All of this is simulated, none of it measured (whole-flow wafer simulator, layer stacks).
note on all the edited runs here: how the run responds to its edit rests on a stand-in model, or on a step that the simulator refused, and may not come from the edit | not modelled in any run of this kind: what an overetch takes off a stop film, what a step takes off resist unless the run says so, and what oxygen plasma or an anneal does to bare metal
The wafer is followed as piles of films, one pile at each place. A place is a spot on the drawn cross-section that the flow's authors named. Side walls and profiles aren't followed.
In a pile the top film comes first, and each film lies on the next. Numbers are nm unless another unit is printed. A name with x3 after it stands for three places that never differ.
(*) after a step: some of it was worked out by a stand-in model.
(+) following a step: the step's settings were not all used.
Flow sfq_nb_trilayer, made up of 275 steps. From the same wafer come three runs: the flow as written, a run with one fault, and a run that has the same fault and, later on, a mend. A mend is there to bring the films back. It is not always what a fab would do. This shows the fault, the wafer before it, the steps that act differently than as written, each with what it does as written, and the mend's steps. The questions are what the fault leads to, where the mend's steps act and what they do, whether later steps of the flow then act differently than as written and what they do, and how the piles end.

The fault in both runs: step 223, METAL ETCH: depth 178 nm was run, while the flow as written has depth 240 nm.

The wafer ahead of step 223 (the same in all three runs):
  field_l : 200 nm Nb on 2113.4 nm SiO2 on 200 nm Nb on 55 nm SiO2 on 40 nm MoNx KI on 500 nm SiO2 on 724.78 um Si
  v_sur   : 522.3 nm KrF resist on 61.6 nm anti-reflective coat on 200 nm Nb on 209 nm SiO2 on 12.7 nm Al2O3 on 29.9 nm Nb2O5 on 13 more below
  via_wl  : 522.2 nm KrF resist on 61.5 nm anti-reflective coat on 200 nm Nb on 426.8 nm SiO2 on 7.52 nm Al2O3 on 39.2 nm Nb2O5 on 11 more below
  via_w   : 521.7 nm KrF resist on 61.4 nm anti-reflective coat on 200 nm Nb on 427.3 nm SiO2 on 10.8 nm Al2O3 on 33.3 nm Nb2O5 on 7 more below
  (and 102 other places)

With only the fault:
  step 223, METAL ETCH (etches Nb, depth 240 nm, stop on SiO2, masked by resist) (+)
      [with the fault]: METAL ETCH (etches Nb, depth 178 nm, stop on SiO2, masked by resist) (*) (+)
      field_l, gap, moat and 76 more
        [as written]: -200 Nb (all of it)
        [with the fault]: -178 Nb
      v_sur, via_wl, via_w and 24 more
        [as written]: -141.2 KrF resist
        [with the fault]: -104.7 KrF resist
  Later steps of the flow acting differently than as written:
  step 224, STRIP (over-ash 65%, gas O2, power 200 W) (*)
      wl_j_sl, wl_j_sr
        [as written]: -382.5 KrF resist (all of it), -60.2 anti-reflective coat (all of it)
        [with the fault]: -419 KrF resist (all of it), -60.2 anti-reflective coat (all of it)
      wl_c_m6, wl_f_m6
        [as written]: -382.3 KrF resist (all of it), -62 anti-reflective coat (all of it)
        [with the fault]: -418.7 KrF resist (all of it), -62 anti-reflective coat (all of it)
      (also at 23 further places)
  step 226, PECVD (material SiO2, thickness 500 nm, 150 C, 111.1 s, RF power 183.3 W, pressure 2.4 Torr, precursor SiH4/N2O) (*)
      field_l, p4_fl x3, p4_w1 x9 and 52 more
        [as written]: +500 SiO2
        [with the fault]: +500 SiO2 (new film)
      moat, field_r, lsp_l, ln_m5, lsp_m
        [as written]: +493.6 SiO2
        [with the fault]: +494.3 SiO2 (new film)
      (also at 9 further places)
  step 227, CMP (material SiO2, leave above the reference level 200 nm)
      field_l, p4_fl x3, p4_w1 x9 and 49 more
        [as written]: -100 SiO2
        [with the fault]: -122 SiO2
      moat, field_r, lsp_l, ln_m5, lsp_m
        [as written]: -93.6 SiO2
        [with the fault]: -116.3 SiO2
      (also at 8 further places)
  The piles end different from the flow's at field_l, gap, moat and 76 more by more than 2% or 0.5 nm, whichever is larger.
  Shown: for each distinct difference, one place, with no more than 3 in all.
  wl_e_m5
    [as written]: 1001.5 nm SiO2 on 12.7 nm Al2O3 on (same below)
    [with the fault]: 770.5 nm SiO2 on 22 nm Nb on 209 nm SiO2 on 12.7 nm Al2O3 on (same below)
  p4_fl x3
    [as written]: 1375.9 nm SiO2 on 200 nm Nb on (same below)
    [with the fault]: 770.5 nm SiO2 on 22 nm Nb on 583.4 nm SiO2 on 200 nm Nb on (same below)
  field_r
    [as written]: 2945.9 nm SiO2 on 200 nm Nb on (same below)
    [with the fault]: 770.5 nm SiO2 on 22 nm Nb on 2153.4 nm SiO2 on 200 nm Nb on (same below)

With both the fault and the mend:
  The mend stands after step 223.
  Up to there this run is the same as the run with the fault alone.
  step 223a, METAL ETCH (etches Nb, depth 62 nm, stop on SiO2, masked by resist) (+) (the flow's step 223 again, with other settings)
      field_l, gap, moat and 76 more
        -22 Nb (all of it)
      v_sur, via_wl, via_w and 24 more
        -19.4 KrF resist
  Later steps of the flow acting differently than as written:
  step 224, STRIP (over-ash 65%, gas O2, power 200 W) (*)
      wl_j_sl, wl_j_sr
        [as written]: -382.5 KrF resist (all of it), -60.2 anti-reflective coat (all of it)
        [with the mend]: -399.6 KrF resist (all of it), -60.2 anti-reflective coat (all of it)
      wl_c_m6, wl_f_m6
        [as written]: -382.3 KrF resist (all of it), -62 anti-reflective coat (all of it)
        [with the mend]: -399.3 KrF resist (all of it), -62 anti-reflective coat (all of it)
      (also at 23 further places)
  By the end, the piles equal the flow's at every place that both follow.
